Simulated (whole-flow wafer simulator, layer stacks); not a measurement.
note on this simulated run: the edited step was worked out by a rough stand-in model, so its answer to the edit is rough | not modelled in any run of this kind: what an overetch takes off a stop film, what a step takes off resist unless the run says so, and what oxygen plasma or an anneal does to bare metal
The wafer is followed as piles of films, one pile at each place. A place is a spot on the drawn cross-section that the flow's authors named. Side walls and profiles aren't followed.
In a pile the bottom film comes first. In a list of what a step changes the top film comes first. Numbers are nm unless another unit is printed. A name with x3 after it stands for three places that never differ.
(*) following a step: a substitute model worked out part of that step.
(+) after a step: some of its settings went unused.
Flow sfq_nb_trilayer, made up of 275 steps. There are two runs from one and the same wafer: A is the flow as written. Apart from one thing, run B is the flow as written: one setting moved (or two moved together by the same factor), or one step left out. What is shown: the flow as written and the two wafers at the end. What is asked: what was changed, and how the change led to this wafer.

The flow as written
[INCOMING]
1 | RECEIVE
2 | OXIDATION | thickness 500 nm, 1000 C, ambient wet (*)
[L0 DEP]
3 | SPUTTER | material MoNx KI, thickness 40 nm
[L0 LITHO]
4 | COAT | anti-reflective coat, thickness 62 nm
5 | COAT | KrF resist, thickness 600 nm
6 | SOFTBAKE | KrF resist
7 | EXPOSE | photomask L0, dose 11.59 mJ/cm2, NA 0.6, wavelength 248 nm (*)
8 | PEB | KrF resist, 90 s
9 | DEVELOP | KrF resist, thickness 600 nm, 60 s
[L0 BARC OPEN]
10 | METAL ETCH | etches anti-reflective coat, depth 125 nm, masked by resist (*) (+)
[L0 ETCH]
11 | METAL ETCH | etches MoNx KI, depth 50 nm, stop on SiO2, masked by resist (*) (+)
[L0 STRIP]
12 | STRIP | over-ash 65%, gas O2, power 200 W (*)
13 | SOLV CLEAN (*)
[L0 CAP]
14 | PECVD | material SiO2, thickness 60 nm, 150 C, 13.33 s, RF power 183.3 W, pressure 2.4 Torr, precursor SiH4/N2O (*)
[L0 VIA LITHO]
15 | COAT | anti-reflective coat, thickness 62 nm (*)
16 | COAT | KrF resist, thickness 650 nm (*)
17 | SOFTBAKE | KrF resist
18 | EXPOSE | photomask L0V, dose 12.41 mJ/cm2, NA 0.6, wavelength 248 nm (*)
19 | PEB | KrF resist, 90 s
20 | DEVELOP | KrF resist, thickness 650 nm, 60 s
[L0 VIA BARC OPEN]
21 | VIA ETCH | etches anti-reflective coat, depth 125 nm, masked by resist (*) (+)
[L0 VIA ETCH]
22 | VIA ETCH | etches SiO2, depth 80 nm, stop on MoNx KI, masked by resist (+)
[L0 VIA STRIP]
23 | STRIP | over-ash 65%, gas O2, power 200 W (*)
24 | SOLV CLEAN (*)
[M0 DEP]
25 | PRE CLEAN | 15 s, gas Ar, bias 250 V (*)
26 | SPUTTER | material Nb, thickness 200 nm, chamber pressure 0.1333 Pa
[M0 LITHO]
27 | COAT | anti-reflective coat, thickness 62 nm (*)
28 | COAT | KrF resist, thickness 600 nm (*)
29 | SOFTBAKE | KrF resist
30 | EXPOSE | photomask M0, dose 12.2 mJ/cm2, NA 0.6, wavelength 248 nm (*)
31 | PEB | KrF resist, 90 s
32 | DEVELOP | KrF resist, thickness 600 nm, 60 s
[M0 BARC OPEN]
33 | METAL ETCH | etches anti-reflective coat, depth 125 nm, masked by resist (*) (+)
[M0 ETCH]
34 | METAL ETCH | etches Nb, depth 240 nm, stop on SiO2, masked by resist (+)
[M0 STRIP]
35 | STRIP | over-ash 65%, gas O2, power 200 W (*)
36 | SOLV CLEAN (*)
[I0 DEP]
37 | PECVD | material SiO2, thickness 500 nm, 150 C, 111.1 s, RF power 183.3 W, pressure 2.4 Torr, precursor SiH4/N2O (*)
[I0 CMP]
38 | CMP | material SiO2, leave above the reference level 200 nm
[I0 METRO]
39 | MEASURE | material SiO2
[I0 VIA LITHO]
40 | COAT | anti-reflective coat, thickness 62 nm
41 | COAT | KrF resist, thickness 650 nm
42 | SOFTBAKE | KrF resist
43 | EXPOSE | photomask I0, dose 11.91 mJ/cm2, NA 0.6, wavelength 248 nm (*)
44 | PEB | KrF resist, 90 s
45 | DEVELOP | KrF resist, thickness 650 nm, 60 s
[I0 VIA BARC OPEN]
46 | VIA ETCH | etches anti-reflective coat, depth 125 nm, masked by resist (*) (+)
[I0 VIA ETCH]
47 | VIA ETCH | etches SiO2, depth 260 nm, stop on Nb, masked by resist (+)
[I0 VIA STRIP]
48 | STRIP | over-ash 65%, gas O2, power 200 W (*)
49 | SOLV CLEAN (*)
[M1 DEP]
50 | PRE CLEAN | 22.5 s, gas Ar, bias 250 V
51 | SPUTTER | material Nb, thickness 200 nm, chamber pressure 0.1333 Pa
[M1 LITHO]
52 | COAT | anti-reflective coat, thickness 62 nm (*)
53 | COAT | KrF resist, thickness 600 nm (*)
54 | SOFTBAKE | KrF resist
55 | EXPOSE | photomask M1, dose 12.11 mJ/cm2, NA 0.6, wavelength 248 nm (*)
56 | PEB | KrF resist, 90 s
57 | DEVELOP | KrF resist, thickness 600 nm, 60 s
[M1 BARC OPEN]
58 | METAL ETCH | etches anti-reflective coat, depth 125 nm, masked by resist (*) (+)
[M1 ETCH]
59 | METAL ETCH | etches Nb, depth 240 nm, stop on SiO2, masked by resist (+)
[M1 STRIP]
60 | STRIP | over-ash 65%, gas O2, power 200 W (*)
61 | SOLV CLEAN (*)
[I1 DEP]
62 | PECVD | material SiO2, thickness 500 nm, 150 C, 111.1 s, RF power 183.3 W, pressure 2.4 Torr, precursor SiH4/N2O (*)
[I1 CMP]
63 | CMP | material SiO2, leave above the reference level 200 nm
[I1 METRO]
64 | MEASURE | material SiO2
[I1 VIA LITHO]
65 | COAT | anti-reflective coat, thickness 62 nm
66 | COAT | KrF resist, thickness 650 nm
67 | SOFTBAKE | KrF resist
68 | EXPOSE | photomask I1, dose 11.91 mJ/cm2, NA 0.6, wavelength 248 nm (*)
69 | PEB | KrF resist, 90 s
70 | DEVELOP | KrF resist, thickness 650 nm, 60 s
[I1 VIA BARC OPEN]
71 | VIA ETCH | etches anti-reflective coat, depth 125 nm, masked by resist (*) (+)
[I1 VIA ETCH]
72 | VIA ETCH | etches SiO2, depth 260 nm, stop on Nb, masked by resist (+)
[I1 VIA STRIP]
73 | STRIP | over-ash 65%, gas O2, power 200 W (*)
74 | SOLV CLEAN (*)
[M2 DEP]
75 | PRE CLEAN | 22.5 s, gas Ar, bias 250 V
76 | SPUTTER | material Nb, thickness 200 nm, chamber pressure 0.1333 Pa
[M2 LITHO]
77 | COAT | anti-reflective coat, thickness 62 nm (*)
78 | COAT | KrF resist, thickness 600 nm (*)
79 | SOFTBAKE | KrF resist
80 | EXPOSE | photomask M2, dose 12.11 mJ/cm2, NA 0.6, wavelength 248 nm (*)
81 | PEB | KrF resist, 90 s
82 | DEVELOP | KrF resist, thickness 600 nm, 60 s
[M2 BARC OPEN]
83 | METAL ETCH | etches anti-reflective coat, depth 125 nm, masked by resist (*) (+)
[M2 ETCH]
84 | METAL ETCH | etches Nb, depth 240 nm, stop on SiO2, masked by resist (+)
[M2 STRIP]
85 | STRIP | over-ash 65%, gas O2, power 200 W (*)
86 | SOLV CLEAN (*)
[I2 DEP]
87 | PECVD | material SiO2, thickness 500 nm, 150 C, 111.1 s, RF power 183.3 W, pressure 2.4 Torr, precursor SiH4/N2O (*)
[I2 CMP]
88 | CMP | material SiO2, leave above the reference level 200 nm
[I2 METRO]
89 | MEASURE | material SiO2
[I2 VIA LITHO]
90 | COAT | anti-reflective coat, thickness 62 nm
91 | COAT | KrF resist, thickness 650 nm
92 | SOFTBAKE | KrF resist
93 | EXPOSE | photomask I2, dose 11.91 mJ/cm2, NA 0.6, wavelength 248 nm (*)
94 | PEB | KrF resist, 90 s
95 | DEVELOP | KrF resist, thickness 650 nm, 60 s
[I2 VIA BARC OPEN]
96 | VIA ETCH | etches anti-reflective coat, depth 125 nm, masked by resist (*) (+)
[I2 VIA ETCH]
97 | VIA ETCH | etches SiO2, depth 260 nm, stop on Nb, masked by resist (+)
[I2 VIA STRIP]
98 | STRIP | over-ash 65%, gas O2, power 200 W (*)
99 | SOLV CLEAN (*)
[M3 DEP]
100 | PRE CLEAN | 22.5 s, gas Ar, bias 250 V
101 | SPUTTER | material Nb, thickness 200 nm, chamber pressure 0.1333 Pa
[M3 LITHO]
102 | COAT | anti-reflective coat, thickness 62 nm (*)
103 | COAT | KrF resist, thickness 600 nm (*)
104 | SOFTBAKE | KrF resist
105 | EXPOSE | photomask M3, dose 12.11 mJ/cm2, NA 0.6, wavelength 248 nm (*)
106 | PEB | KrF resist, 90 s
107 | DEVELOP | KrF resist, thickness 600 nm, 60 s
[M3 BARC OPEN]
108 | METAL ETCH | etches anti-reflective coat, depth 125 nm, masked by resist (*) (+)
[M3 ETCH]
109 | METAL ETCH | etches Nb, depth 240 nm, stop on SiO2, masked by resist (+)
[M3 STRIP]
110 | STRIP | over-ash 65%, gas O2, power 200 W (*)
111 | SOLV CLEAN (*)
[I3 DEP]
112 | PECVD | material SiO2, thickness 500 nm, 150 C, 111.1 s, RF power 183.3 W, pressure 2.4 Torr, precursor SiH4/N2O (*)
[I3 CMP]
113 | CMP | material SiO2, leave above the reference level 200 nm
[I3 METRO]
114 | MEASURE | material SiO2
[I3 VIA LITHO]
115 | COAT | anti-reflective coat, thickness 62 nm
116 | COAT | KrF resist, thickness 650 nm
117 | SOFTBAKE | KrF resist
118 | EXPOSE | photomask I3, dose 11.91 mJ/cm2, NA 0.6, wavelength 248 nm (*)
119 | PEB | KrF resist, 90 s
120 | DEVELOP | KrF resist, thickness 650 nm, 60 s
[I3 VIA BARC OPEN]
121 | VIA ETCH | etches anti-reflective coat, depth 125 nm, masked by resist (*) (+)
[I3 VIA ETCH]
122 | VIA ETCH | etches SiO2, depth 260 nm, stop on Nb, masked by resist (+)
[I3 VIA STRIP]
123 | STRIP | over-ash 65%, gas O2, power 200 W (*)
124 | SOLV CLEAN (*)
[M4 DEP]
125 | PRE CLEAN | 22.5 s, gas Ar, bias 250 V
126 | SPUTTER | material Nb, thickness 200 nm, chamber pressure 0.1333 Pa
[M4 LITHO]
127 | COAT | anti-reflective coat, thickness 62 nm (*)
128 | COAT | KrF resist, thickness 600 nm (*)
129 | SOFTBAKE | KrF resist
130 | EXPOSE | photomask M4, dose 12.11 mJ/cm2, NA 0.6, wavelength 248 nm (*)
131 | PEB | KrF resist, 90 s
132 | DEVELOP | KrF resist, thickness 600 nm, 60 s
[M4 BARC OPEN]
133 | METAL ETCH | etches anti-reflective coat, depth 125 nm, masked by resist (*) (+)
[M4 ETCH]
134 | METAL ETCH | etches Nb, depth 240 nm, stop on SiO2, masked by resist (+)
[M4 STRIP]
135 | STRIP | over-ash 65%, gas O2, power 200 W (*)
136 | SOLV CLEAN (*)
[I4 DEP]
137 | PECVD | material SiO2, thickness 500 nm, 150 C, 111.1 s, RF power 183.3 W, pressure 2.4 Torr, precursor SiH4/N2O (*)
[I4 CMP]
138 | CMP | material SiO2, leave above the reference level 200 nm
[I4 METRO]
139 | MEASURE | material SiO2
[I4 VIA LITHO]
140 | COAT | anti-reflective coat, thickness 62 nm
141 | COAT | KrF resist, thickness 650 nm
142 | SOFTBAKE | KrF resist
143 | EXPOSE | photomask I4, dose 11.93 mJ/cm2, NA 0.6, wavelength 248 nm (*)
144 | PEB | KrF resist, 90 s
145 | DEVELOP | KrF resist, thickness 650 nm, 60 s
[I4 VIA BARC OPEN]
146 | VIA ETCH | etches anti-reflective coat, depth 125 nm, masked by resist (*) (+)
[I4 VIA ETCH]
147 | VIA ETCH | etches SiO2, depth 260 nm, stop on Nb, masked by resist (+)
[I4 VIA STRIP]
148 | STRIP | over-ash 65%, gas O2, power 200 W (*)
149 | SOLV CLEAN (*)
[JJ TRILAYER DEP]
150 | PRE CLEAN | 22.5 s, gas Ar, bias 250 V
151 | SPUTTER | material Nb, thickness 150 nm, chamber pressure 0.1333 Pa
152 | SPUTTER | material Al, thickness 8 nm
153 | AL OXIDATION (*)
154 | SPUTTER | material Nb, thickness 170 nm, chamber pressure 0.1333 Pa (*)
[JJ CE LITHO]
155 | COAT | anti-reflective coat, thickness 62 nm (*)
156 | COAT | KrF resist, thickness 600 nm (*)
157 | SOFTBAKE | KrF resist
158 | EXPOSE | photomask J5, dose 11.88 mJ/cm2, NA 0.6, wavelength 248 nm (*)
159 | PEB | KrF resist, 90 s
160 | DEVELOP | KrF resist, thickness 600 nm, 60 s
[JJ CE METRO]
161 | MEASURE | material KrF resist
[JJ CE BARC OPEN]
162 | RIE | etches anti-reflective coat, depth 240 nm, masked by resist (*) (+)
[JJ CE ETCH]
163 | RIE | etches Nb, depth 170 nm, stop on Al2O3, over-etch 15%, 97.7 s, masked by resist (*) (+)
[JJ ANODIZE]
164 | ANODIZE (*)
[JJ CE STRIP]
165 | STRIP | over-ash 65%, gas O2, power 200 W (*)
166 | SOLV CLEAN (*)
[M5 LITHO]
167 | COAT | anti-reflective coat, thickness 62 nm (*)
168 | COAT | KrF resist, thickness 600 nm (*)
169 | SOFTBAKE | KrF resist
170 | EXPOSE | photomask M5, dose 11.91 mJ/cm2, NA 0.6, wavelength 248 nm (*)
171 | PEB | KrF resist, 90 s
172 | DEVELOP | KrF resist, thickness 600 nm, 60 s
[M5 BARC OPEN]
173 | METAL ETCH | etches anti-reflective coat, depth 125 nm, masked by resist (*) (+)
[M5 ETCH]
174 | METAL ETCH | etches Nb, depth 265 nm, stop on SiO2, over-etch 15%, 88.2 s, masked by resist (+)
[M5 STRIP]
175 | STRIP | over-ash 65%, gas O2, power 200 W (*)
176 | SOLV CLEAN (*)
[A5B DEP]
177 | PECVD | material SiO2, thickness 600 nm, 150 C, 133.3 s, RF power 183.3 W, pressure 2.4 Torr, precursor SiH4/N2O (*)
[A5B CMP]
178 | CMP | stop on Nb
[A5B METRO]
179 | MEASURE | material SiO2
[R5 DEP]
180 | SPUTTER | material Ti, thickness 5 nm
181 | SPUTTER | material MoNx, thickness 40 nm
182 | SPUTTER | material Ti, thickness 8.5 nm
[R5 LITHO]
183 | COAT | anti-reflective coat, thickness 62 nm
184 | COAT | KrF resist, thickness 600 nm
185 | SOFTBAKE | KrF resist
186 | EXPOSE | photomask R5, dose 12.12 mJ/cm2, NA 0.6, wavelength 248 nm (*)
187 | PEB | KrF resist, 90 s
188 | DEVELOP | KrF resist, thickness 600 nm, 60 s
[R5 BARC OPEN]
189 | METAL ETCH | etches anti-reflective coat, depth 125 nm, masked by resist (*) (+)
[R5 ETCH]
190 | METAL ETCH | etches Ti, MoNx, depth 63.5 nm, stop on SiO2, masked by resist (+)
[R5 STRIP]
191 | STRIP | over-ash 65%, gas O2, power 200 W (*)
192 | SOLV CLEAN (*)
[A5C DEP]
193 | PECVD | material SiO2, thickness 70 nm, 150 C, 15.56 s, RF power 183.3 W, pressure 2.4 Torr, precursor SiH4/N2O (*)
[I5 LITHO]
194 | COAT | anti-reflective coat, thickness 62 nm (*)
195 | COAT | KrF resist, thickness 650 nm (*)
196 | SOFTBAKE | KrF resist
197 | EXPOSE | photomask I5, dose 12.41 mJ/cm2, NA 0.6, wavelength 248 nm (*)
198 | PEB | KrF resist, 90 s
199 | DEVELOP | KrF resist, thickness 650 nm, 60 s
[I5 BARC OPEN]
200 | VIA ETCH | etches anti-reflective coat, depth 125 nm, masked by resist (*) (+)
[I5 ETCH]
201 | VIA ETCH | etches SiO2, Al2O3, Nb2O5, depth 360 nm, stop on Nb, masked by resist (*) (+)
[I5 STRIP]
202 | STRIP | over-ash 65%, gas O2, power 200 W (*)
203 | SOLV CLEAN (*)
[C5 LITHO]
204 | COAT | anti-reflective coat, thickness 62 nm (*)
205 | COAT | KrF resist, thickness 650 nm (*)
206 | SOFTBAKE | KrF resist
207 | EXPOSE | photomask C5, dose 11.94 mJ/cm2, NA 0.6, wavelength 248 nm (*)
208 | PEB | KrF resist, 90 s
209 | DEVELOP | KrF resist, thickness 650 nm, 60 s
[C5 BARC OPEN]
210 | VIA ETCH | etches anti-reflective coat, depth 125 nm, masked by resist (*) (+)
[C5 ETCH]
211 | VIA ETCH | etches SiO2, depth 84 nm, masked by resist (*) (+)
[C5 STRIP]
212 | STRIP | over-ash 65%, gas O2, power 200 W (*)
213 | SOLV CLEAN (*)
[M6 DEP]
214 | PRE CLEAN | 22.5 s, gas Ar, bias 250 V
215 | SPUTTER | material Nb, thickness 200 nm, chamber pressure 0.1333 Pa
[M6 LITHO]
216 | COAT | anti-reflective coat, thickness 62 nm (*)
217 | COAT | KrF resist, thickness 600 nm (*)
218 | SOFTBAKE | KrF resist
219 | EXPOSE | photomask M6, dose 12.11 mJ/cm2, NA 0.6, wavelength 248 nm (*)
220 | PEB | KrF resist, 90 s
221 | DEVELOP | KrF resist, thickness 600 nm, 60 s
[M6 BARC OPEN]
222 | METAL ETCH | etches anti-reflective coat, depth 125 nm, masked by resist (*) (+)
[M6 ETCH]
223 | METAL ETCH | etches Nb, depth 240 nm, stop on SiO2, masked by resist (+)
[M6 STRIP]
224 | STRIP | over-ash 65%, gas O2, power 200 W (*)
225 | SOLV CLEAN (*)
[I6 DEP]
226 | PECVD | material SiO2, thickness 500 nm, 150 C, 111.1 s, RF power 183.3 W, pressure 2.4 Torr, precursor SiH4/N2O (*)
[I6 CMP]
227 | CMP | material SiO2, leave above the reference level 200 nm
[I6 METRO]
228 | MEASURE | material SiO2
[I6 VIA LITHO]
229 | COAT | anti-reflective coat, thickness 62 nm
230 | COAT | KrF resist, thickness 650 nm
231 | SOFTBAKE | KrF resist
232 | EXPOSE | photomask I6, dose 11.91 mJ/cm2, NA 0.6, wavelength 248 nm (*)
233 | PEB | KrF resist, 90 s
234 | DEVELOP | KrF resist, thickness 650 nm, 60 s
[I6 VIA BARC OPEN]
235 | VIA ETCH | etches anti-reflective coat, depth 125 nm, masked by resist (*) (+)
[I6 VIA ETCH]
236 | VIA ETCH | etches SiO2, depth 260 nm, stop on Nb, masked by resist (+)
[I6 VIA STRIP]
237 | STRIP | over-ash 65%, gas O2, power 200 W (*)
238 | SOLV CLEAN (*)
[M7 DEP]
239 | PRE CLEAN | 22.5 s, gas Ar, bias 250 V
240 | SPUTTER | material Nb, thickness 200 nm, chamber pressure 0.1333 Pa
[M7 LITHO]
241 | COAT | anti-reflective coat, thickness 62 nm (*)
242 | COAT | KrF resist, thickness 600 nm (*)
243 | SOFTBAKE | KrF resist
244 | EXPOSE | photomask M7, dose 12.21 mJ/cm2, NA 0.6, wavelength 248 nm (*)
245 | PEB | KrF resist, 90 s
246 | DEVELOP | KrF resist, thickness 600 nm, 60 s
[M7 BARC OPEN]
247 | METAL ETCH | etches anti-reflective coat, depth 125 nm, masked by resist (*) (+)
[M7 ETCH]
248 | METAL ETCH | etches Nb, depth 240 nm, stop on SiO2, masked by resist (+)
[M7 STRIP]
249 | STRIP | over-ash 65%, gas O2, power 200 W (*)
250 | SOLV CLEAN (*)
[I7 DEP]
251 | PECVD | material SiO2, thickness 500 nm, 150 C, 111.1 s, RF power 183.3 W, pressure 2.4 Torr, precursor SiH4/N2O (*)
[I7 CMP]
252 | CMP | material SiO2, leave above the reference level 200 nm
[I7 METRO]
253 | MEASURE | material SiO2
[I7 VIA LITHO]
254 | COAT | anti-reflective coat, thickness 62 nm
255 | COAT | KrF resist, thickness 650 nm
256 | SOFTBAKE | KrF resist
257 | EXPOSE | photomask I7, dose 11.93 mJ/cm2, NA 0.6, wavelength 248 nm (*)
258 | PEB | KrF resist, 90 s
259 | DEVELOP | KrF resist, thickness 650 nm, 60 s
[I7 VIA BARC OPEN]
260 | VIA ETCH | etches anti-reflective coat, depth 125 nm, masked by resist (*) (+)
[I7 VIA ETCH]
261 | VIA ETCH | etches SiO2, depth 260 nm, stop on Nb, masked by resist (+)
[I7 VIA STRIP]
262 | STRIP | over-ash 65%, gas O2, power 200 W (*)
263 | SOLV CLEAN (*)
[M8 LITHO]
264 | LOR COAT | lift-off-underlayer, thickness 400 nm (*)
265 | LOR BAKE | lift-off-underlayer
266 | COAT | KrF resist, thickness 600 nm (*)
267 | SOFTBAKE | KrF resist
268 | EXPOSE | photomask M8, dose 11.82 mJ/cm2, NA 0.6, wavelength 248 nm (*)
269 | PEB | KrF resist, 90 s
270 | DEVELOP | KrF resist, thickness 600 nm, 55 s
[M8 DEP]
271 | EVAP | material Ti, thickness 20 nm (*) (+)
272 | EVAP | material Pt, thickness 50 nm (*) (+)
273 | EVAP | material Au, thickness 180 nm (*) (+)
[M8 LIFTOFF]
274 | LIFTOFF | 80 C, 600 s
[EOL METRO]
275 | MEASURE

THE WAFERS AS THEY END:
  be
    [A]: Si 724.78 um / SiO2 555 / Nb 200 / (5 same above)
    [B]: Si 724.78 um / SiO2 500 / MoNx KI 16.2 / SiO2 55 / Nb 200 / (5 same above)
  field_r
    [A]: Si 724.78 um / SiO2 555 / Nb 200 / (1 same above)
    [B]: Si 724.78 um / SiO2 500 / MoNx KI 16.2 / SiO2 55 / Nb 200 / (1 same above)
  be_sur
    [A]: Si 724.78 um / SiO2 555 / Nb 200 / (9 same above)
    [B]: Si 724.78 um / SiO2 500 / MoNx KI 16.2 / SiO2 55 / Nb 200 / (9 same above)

Cause: step 11, METAL ETCH: depth 23.8 nm was run, though the flow has depth 50 nm.

How this came from the change, step by step:
  11 | METAL ETCH | etches MoNx KI, depth 50 nm, stop on SiO2, masked by resist (*) (+)
      v_sur, via_wl, via_w and 97 more: A -40 MoNx KI (all of it) | B -23.8 MoNx KI
      field_l, l0_sur, l0v, l0r_line_l, l0r_line_c, l0r_line_r: A -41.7 KrF resist | B -19.8 KrF resist
  12 | STRIP | over-ash 65%, gas O2, power 200 W (*)
      field_l, l0_sur, l0v, l0r_line_l, l0r_line_c, l0r_line_r: A -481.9 KrF resist (all of it), -62 anti-reflective coat (all of it) | B -503.7 KrF resist (all of it), -62 anti-reflective coat (all of it)
  14 | PECVD | material SiO2, thickness 60 nm, 150 C, 13.33 s, RF power 183.3 W, pressure 2.4 Torr, precursor SiH4/N2O (*)
      v_sur, via_wl, via_w and 97 more: A +60 SiO2 | B +60 SiO2 (new film)
  15 | COAT | anti-reflective coat, thickness 62 nm (*)
      field_l: A +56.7 anti-reflective coat (new film) | B +58.6 anti-reflective coat (new film)
      v_sur: A +72.2 anti-reflective coat (new film) | B +68.2 anti-reflective coat (new film)
      (also at 3 further places)
  23 | STRIP | over-ash 65%, gas O2, power 200 W (*)
      field_l: A -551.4 KrF resist (all of it), -56.7 anti-reflective coat (all of it) | B -554.9 KrF resist (all of it), -58.6 anti-reflective coat (all of it)
      v_sur: A -570.5 KrF resist (all of it), -72.2 anti-reflective coat (all of it) | B -565.9 KrF resist (all of it), -68.2 anti-reflective coat (all of it)
      (also at 3 further places)
  27 | COAT | anti-reflective coat, thickness 62 nm (*)
      field_l: A +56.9 anti-reflective coat (new film) | B +58.8 anti-reflective coat (new film)
      v_sur: A +72.3 anti-reflective coat (new film) | B +68.1 anti-reflective coat (new film)
      (also at 3 further places)
  35 | STRIP | over-ash 65%, gas O2, power 200 W (*)
      field_l: A -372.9 KrF resist (all of it), -56.9 anti-reflective coat (all of it) | B -376.7 KrF resist (all of it), -58.8 anti-reflective coat (all of it)
      v_sur: A -391.6 KrF resist (all of it), -72.3 anti-reflective coat (all of it) | B -387.8 KrF resist (all of it), -68.1 anti-reflective coat (all of it)
      (also at 3 further places)
  38 | CMP | material SiO2, leave above the reference level 200 nm
      field_l, l0_sur, l0r_line_l, l0r_line_c, l0r_line_r: A -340 SiO2 | B -323.8 SiO2
      l0v: A -277.8 SiO2 | B -261.6 SiO2
With metal films that touch counted as one body, be has 4 bodies (between them, from the top down: SiO2 503.2; SiO2 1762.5; SiO2 55); the flow as written gives 3 bodies (between them, from the top down: SiO2 503.2; SiO2 1762.5).
With metal films that touch counted as one body, field_r has 2 bodies (between them, from the top down: SiO2 55); the flow as written gives 1 body.
With metal films that touch counted as one body, be_sur has 5 bodies (between them, from the top down: SiO2 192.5; SiO2 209 / Al2O3 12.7 / Nb2O5 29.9; SiO2 1762.5; SiO2 55); the flow as written gives 4 bodies (between them, from the top down: SiO2 192.5; SiO2 209 / Al2O3 12.7 / Nb2O5 29.9; SiO2 1762.5).
